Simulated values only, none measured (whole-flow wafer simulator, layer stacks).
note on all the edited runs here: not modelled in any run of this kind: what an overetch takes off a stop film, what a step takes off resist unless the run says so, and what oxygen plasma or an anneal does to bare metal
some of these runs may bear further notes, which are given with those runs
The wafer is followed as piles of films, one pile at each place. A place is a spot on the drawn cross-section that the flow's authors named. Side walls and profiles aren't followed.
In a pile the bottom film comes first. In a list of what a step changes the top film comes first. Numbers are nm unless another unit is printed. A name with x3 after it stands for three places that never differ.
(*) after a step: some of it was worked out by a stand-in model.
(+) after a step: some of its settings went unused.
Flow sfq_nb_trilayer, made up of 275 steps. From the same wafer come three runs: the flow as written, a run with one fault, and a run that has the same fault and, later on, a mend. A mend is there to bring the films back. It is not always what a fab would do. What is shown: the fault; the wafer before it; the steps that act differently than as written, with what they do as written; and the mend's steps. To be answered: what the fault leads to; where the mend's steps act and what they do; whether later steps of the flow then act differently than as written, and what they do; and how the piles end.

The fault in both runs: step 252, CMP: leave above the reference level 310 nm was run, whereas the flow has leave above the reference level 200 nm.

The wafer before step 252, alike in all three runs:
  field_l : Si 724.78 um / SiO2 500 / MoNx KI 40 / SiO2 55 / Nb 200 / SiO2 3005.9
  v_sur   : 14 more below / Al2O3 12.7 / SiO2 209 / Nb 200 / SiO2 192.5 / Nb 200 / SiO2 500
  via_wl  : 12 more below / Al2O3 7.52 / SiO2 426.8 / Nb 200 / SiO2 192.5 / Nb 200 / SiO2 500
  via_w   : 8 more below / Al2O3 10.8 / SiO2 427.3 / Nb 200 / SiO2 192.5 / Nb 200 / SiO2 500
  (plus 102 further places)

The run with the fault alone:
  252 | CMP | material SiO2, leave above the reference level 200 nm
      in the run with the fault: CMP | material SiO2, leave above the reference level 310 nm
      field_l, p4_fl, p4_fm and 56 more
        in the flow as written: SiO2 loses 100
        in the run with the fault: nothing
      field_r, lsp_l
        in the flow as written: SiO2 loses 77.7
        in the run with the fault: nothing
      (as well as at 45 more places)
  Steps further on in the flow that do not act as written (not shown: 5 more steps that differ only slightly, by at most 2% or 0.5 nm, whichever is larger):
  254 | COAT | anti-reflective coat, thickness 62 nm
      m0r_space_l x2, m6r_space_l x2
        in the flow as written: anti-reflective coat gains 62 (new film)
        in the run with the fault: anti-reflective coat gains 63.4 (new film)
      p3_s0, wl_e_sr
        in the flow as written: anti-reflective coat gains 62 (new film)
        in the run with the fault: anti-reflective coat gains 63.3 (new film)
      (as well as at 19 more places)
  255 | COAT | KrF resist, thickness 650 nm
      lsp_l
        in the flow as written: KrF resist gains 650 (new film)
        in the run with the fault: KrF resist gains 664 (new film)
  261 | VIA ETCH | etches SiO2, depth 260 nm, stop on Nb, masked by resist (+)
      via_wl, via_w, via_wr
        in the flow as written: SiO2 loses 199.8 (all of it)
        in the run with the fault: SiO2 loses 260
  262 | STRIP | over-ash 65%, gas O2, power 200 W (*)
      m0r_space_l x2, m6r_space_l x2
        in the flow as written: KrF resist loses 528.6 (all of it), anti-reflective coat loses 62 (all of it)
        in the run with the fault: KrF resist loses 530.1 (all of it), anti-reflective coat loses 63.4 (all of it)
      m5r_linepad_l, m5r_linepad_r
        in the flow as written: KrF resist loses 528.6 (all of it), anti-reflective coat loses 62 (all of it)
        in the run with the fault: KrF resist loses 527.1 (all of it), anti-reflective coat loses 66.4 (all of it)
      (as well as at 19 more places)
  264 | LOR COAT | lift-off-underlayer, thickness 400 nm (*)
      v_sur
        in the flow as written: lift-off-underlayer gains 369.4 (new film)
        in the run with the fault: lift-off-underlayer gains 359 (new film)
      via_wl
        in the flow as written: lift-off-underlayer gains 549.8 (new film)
        in the run with the fault: lift-off-underlayer gains 591.5 (new film)
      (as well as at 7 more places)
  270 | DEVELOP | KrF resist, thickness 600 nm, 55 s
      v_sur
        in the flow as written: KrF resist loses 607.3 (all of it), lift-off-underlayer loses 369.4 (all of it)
        in the run with the fault: KrF resist loses 607.3 (all of it), lift-off-underlayer loses 359 (all of it)
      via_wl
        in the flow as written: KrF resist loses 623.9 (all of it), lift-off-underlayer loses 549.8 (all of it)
        in the run with the fault: KrF resist loses 631.2 (all of it), lift-off-underlayer loses 591.5 (all of it)
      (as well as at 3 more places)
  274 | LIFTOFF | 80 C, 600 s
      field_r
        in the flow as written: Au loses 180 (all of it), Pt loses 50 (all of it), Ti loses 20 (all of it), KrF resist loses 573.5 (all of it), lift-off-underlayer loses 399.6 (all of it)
        in the run with the fault: Au loses 180 (all of it), Pt loses 50 (all of it), Ti loses 20 (all of it), KrF resist loses 576.9 (all of it), lift-off-underlayer loses 420.1 (all of it)
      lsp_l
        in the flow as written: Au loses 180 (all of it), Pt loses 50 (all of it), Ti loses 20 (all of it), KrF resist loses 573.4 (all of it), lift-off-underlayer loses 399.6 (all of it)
        in the run with the fault: Au loses 180 (all of it), Pt loses 50 (all of it), Ti loses 20 (all of it), KrF resist loses 577.7 (all of it), lift-off-underlayer loses 419 (all of it)
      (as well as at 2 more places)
  At field_l, v_sur, via_wl and 103 more, the piles at the end differ from the flow's by more than 2% or 0.5 nm, whichever is larger.
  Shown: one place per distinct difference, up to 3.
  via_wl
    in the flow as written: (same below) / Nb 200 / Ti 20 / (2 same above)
    in the run with the fault: (same below) / Nb 200 / SiO2 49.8 / Ti 20 / (2 same above)
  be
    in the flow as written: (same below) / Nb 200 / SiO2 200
    in the run with the fault: (same below) / Nb 200 / SiO2 310
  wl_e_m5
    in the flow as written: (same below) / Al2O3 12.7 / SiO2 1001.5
    in the run with the fault: (same below) / Al2O3 12.7 / SiO2 1101.5

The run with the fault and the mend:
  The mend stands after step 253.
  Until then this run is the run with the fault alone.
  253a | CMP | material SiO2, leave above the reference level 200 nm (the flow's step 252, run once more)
      field_l, p4_fl, p4_fm and 56 more
        SiO2 loses 100
      v_sur, via_wl, via_w and 40 more
        SiO2 loses 110
      field_r, lsp_l
        SiO2 loses 77.7
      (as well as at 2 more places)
  Later steps of the flow that are run all act as written at every place that is followed.
  The piles end the same as the flow's at every place that both follow.
